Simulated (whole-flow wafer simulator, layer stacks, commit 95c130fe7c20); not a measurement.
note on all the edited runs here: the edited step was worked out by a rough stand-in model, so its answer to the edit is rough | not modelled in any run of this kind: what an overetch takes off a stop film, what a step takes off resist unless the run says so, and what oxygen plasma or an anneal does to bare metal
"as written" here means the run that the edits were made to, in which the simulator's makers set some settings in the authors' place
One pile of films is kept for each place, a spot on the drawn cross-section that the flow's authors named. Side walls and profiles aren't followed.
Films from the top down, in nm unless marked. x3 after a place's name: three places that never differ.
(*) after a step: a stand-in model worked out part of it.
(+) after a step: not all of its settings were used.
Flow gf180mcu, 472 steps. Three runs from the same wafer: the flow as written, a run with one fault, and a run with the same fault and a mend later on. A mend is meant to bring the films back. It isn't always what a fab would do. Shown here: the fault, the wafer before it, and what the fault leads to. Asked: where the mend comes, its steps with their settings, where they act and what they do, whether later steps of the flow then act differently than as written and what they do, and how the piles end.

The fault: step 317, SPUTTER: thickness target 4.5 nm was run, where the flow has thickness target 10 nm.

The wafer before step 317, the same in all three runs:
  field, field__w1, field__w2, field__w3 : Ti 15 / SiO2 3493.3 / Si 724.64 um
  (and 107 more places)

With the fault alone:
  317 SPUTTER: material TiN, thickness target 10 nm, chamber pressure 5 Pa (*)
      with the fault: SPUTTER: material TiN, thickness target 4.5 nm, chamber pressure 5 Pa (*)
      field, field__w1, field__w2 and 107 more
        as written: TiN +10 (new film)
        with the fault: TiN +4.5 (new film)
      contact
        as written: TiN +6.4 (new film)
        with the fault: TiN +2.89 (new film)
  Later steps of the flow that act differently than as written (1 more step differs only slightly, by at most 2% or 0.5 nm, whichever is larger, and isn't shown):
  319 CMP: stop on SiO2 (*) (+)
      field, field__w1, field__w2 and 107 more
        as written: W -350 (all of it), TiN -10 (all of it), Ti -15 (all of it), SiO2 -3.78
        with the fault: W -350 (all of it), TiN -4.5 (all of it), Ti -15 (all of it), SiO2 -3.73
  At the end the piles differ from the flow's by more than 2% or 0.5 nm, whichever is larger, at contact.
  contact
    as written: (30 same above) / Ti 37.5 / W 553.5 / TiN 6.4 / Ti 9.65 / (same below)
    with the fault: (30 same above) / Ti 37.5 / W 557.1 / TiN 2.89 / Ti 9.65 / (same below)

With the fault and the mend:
  The mend comes after step 317.
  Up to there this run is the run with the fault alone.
  317a SPUTTER: material TiN, thickness target 5.5 nm, chamber pressure 5 Pa (*) (the flow's step 317 once more, with other settings)
      field, field__w1, field__w2 and 107 more
        TiN +5.5
      contact
        TiN +3.52
  No later step of the flow acts differently than as written at any place that is followed.
  At the end the piles are the same as the flow's at every place that both follow.
